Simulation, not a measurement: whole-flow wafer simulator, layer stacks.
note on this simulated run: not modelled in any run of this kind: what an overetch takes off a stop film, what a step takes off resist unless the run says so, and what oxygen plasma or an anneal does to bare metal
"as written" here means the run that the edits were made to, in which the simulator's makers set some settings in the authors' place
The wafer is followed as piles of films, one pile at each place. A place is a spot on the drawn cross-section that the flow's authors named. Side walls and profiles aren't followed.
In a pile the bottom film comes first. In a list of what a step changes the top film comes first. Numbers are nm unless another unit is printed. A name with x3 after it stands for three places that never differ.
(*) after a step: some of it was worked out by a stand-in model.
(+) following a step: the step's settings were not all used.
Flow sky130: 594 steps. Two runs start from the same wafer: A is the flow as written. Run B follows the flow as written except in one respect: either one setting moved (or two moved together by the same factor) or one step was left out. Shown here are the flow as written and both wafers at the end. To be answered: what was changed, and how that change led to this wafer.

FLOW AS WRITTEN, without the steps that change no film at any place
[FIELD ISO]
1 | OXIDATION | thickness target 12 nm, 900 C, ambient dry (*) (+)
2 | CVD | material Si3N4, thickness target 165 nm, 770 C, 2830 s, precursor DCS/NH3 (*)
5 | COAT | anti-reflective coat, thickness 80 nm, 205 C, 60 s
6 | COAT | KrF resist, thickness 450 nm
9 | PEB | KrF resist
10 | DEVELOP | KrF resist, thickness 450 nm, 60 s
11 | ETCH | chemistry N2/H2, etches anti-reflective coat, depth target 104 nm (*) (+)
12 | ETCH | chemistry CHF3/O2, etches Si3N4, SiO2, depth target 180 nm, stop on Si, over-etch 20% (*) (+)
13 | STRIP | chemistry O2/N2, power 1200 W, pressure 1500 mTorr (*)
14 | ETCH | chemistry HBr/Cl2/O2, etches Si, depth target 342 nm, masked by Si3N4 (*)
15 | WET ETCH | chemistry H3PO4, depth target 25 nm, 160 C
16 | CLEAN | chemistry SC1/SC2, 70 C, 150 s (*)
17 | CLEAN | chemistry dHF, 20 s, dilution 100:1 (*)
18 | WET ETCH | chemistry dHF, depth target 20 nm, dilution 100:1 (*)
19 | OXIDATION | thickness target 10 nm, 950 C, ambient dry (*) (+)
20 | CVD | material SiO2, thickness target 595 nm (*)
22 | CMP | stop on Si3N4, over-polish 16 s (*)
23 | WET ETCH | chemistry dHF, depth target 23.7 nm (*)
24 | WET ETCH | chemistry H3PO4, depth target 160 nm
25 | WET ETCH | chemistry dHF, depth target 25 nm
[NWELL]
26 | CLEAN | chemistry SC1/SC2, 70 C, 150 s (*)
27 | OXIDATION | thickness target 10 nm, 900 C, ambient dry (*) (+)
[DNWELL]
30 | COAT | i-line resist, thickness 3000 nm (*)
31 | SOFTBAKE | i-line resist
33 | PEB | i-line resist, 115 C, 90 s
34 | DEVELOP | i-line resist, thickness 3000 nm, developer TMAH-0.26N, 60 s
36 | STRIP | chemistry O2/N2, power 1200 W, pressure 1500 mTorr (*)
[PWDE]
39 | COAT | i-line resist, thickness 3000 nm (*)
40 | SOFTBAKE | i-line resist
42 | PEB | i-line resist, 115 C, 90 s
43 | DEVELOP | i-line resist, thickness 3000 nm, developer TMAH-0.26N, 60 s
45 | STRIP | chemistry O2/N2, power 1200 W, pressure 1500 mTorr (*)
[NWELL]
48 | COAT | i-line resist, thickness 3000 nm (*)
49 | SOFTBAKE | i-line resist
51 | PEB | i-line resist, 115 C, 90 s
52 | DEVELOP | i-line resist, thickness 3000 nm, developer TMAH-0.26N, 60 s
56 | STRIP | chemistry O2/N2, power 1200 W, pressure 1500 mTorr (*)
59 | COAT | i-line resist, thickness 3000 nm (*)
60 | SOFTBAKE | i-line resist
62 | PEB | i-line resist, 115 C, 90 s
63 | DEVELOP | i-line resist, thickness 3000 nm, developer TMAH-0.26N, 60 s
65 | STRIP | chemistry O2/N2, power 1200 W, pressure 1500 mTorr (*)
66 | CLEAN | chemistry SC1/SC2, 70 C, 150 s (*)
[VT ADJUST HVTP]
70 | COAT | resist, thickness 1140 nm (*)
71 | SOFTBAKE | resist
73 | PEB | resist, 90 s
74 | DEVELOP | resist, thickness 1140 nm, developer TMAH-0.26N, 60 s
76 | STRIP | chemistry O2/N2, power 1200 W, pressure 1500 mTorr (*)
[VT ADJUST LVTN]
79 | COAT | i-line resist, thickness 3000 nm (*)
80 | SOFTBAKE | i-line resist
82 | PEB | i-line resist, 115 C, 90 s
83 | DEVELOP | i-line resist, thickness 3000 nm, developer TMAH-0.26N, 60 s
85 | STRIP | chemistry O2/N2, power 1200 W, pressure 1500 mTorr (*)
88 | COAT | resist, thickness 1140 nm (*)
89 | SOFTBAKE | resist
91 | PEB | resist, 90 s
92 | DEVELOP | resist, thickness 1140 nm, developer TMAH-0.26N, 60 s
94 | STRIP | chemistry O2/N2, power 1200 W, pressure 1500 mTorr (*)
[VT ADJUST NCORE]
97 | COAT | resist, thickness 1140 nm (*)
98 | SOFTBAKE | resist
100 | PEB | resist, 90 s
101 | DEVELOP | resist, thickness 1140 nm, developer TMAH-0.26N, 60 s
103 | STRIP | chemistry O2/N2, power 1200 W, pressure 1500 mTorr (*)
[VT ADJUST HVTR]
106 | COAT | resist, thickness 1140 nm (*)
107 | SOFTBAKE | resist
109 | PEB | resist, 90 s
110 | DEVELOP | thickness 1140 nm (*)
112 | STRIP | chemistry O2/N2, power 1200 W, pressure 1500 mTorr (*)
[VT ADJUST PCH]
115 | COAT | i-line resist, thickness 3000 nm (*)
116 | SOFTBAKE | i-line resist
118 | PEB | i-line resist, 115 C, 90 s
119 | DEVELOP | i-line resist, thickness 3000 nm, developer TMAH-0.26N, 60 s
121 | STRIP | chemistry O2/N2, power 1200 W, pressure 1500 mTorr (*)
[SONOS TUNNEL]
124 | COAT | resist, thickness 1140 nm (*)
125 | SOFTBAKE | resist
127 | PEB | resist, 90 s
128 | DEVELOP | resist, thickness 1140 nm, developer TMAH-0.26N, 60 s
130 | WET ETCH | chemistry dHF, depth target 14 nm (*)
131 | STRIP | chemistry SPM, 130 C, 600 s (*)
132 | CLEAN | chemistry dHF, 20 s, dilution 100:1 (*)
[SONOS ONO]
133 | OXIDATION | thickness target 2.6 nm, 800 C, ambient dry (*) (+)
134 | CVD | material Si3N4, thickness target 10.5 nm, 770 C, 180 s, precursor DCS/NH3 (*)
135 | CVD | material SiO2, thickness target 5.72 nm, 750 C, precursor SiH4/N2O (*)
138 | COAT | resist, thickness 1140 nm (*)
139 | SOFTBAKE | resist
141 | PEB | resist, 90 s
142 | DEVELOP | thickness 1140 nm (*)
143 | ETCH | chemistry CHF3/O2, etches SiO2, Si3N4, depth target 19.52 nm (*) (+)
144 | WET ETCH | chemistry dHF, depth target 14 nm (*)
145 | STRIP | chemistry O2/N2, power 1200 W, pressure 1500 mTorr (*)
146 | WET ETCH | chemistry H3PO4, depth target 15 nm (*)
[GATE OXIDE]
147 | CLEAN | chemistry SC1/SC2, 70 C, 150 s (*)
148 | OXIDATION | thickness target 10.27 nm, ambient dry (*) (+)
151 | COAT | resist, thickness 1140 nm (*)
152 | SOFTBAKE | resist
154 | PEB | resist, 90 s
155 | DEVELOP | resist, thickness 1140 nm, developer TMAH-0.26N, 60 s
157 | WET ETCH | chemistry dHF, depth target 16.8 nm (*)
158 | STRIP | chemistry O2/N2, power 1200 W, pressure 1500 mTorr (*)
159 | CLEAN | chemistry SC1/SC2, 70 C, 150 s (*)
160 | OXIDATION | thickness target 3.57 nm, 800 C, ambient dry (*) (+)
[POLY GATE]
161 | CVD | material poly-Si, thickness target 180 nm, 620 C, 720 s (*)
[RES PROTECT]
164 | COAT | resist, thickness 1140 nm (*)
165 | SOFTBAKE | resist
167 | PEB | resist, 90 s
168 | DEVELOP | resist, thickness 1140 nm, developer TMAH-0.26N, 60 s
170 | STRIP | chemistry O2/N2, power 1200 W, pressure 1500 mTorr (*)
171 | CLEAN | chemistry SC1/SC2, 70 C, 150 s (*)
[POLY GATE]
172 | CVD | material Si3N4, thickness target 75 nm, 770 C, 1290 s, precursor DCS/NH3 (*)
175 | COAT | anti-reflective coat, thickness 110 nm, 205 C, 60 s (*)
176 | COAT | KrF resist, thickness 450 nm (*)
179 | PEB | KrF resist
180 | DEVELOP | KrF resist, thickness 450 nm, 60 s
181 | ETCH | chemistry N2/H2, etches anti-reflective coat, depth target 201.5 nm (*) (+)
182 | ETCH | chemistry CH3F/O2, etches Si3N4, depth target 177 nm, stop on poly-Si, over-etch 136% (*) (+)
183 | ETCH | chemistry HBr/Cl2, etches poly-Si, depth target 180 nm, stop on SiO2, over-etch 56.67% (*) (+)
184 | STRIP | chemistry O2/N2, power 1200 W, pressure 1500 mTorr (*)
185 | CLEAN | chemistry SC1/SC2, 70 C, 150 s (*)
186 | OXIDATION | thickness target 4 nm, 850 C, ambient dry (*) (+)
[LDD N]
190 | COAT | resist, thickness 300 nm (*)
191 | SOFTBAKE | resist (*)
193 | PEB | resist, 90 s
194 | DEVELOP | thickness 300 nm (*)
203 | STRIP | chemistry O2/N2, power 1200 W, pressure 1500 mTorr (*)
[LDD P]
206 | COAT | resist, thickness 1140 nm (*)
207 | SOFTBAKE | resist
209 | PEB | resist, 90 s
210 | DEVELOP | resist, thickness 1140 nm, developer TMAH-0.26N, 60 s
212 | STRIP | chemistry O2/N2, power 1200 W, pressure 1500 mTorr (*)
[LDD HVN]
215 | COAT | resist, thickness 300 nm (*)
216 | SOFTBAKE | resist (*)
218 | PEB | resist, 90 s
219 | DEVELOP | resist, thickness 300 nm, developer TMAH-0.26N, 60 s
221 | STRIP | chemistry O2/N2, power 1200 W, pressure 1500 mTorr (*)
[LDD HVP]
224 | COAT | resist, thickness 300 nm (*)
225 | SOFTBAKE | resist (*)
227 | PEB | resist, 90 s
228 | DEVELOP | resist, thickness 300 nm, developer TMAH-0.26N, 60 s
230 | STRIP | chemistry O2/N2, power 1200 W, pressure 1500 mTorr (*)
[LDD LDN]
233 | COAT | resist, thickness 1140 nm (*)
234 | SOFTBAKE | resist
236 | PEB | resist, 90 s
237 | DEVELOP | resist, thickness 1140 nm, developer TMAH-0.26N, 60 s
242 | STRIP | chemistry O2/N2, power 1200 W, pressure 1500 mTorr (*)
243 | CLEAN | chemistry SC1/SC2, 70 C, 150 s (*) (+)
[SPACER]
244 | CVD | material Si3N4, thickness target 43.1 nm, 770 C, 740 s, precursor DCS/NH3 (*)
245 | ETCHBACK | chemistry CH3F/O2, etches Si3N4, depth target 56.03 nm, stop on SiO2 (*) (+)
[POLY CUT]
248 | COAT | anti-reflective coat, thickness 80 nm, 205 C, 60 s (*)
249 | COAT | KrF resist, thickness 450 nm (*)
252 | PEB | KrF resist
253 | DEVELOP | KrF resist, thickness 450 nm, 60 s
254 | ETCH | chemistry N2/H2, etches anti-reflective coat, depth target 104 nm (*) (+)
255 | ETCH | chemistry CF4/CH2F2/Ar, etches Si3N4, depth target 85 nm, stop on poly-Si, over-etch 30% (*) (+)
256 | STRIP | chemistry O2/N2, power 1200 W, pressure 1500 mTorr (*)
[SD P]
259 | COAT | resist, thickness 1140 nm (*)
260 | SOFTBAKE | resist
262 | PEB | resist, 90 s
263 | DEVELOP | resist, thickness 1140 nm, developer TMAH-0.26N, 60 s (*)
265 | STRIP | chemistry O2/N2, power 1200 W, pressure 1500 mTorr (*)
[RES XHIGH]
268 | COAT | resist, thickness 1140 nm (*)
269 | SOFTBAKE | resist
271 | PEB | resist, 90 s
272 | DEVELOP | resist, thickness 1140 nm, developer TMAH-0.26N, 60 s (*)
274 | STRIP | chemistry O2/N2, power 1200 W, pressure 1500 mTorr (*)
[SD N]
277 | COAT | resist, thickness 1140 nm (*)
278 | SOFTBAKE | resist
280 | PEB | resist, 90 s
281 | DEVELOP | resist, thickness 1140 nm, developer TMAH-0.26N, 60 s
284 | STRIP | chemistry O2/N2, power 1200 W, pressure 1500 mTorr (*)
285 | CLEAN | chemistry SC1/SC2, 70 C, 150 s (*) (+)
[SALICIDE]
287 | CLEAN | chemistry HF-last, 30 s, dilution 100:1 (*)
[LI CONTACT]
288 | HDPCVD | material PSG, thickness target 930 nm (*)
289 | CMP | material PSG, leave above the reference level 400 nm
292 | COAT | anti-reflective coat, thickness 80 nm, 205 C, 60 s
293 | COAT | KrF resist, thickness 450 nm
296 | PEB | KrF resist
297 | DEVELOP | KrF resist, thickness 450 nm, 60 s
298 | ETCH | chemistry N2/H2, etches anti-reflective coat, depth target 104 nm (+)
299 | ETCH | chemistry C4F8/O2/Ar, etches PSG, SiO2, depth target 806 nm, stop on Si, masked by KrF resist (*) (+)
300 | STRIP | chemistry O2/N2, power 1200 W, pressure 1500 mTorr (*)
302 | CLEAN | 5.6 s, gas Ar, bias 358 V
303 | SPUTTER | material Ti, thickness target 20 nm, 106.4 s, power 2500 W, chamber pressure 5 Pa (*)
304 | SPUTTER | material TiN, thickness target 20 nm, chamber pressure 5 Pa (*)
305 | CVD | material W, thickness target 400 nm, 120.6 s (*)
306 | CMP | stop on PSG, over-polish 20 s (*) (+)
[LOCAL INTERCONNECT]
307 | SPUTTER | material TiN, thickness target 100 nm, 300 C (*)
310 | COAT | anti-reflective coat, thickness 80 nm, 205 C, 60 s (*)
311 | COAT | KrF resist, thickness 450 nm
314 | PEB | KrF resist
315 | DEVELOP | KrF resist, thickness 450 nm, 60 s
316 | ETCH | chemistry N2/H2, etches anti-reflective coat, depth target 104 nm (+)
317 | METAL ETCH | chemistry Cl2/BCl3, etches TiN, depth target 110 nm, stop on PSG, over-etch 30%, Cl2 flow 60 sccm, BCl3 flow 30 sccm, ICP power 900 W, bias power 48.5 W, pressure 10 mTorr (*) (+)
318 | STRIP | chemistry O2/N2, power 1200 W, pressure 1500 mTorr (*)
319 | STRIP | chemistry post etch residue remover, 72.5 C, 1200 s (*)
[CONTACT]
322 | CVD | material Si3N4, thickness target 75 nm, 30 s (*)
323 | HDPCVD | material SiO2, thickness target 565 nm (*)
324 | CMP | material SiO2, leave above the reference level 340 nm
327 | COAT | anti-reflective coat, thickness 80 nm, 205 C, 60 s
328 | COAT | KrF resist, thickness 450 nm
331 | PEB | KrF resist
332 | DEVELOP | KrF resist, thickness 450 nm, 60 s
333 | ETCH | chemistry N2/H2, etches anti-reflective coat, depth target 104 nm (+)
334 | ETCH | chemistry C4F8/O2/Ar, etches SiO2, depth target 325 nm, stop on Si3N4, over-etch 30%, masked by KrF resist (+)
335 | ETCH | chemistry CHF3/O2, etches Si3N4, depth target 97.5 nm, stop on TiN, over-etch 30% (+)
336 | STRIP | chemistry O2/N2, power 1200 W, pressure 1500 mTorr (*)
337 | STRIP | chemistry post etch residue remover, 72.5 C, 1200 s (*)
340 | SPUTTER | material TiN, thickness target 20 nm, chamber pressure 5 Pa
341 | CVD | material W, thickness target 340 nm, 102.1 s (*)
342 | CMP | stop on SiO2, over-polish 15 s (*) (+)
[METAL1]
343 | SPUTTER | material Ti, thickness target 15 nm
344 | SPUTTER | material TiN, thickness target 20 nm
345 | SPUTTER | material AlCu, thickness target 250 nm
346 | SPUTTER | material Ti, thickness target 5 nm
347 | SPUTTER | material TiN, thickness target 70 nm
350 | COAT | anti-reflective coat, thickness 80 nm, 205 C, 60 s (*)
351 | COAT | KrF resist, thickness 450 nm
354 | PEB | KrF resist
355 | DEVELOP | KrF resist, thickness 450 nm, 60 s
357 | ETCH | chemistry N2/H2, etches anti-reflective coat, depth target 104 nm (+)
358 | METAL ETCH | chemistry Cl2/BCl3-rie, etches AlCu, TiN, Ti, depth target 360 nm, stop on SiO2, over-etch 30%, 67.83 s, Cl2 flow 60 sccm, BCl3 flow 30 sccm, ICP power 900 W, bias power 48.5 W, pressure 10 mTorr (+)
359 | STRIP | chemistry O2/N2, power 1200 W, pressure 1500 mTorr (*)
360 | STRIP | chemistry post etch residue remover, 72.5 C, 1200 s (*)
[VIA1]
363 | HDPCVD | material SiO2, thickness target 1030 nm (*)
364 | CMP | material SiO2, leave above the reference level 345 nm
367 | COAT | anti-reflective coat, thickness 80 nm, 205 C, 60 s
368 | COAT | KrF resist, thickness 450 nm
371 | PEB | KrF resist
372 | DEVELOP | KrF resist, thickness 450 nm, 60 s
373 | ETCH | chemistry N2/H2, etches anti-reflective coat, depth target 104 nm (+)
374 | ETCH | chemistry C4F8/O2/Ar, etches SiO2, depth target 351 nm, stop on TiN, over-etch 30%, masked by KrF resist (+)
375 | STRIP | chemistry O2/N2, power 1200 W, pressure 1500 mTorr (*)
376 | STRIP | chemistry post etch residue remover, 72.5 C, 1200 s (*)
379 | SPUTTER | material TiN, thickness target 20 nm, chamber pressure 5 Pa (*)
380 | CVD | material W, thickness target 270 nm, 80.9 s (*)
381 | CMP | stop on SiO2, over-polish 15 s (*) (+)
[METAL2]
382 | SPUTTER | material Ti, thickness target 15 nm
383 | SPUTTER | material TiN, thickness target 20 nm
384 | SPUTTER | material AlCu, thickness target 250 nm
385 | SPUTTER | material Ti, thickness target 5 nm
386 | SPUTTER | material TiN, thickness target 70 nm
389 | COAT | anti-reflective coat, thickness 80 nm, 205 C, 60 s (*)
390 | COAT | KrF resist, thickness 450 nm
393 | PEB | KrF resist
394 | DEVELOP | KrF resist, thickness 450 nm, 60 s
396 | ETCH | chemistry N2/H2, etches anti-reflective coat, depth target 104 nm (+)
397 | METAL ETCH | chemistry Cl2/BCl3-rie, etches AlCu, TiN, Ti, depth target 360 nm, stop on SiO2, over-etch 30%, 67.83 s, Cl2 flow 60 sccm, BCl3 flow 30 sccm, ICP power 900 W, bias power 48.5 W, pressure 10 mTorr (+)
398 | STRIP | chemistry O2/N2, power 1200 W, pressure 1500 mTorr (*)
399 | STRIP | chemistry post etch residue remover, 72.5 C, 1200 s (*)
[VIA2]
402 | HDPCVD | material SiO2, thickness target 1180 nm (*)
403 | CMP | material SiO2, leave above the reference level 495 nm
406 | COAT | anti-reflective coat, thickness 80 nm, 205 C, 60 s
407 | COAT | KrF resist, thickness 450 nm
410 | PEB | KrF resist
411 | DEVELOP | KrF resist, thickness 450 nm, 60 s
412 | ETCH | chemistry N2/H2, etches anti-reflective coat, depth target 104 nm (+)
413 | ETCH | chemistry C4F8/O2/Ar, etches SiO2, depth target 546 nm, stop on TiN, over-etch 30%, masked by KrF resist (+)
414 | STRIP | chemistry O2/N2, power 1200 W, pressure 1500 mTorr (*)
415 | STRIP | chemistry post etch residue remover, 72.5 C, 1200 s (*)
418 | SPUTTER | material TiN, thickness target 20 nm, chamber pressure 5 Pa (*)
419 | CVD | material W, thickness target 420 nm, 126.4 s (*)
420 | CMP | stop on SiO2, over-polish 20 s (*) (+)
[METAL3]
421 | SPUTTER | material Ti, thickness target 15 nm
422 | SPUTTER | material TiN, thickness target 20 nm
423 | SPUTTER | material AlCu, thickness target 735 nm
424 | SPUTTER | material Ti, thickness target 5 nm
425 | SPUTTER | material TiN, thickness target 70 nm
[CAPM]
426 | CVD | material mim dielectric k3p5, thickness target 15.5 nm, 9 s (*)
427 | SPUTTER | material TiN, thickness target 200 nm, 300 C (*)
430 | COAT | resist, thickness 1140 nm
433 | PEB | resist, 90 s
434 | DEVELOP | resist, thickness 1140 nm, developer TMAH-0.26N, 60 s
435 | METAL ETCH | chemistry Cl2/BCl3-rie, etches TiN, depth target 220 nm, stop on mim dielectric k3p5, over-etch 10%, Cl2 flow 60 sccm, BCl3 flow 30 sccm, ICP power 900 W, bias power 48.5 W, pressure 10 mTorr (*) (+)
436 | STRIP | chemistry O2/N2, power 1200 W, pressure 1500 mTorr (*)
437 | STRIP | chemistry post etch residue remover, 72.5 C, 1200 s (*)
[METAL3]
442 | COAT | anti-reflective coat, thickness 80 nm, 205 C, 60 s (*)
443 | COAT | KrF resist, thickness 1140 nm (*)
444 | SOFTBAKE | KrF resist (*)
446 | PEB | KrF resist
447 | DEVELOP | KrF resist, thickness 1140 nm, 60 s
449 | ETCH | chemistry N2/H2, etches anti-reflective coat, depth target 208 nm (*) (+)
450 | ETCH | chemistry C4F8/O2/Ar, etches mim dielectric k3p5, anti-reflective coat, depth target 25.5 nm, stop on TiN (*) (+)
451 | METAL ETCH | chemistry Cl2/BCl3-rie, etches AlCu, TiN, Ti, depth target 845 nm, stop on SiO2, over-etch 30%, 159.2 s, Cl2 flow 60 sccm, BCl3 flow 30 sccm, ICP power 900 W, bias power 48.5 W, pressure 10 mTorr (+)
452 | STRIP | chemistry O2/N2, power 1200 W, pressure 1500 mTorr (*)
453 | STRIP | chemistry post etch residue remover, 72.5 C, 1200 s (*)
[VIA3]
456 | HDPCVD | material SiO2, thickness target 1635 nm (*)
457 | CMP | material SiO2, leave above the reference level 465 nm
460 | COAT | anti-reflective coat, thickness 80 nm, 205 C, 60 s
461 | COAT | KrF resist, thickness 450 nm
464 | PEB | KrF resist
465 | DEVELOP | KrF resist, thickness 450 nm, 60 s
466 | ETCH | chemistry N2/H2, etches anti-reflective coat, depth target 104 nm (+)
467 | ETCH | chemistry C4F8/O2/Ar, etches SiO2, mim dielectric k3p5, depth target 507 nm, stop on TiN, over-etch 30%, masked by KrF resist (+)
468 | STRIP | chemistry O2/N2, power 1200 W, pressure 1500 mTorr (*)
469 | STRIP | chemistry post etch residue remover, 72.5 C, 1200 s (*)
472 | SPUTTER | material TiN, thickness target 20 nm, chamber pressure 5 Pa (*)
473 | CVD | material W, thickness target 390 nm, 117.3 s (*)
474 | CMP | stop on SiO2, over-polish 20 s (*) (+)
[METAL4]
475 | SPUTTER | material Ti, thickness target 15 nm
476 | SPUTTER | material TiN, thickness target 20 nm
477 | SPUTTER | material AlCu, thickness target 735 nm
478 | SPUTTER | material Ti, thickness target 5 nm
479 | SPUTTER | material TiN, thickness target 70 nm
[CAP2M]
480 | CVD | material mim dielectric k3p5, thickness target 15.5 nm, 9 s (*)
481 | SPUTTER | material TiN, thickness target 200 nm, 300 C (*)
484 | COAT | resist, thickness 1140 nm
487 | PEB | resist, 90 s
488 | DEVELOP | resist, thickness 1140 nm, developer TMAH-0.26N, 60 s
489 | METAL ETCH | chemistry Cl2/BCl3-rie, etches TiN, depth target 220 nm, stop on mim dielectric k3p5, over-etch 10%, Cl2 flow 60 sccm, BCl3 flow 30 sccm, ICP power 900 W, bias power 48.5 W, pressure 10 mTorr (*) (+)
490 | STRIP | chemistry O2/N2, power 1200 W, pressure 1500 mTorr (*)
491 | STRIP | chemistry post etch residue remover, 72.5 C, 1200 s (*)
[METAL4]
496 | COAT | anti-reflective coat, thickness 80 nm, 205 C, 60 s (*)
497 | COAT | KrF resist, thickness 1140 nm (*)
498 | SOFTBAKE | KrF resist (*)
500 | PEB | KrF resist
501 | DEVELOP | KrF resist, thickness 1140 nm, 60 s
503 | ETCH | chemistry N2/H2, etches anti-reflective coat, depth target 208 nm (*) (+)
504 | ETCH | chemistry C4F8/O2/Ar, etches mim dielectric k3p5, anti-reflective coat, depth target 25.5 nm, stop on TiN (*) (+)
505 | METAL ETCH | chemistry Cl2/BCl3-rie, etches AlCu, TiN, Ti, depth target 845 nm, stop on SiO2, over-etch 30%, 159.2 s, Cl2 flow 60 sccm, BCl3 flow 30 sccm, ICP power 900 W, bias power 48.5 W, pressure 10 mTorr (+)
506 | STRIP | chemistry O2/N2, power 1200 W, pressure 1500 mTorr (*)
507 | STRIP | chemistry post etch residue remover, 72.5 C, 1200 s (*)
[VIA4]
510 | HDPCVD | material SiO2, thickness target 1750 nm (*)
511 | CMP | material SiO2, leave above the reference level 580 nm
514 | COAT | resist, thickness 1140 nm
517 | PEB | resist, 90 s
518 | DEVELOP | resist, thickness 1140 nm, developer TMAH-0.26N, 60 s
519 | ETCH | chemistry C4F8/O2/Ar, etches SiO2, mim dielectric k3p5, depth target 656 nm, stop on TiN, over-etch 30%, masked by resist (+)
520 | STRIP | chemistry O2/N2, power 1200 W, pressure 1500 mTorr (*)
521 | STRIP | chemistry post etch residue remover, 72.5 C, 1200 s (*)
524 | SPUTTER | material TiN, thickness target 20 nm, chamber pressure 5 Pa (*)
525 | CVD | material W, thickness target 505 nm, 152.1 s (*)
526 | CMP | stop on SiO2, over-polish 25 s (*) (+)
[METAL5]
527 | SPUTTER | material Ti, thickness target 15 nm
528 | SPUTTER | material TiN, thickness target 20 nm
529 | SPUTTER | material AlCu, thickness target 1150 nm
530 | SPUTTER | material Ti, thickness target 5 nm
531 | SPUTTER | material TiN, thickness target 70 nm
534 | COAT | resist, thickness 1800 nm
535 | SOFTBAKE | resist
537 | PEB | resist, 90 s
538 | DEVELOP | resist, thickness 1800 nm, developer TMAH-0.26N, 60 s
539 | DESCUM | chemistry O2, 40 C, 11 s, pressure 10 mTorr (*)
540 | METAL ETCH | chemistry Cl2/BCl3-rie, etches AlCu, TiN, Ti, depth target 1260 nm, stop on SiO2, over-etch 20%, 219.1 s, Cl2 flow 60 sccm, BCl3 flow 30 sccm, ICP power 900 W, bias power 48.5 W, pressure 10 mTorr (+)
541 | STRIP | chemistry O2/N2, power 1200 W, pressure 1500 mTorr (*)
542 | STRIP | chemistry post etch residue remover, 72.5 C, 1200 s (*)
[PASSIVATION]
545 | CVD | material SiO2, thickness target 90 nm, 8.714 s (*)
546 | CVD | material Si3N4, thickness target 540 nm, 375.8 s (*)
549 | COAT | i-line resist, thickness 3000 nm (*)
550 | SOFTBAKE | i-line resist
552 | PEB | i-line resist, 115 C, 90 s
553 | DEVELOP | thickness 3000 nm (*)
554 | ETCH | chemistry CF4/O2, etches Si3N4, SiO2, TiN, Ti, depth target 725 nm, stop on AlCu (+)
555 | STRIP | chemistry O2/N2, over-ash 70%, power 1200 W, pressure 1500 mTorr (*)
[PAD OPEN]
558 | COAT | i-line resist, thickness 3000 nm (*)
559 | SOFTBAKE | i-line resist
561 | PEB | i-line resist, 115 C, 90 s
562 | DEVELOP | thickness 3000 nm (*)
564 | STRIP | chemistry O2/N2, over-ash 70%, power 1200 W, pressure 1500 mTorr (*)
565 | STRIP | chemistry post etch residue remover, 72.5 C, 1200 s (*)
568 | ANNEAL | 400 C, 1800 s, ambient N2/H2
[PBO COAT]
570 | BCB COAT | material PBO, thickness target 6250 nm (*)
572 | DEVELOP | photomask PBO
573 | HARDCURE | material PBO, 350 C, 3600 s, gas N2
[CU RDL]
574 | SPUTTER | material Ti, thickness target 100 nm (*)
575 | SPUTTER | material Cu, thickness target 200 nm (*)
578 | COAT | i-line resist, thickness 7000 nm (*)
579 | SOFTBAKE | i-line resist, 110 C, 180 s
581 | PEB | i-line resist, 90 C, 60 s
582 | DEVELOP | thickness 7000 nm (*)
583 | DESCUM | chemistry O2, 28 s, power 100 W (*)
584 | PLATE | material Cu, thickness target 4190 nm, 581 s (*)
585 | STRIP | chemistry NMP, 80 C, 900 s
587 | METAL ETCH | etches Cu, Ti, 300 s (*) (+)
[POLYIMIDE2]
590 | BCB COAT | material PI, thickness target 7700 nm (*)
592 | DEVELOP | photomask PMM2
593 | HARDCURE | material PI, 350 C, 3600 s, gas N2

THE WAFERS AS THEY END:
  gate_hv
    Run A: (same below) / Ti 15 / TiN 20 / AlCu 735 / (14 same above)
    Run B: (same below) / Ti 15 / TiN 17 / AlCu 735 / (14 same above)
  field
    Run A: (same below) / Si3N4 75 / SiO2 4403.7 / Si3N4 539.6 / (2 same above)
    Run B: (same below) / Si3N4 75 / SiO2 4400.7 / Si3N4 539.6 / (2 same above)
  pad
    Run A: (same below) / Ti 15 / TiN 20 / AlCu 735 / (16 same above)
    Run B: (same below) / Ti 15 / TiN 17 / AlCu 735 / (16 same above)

Cause: step 422, SPUTTER: thickness target 17 nm was run, whereas the flow has thickness target 20 nm.
One can read it off the wafer: gate_hv has TiN 17, and step 422 as written asks for 20 nm.

How this came from the change, step by step:
  422 | SPUTTER | material TiN, thickness target 20 nm
      field, active, n_well and 188 more: A TiN gains 20 (new film) | B TiN gains 17 (new film)
  451 | METAL ETCH | chemistry Cl2/BCl3-rie, etches AlCu, TiN, Ti, depth target 845 nm, stop on SiO2, over-etch 30%, 159.2 s, Cl2 flow 60 sccm, BCl3 flow 30 sccm, ICP power 900 W, bias power 48.5 W, pressure 10 mTorr (+)
      field, active, gate and 62 more: A TiN loses 70 (all of it), Ti loses 5 (all of it), AlCu loses 735 (all of it), TiN loses 20 (all of it), Ti loses 15 (all of it), SiO2 loses 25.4 | B TiN loses 70 (all of it), Ti loses 5 (all of it), AlCu loses 735 (all of it), TiN loses 17 (all of it), Ti loses 15 (all of it), SiO2 loses 25.6
      vpp_ln, vpp_iso2, ndiff_ln, ndiff_cd, via1_hole, via1_enc, via_li1, m2_ln_cd: A TiN loses 70 (all of it), Ti loses 5 (all of it), AlCu loses 735 (all of it), TiN loses 20 (all of it), Ti loses 15 (all of it), SiO2 loses 25.3 | B TiN loses 70 (all of it), Ti loses 5 (all of it), AlCu loses 735 (all of it), TiN loses 17 (all of it), Ti loses 15 (all of it), SiO2 loses 25.6
      (as well as at 12 more places)
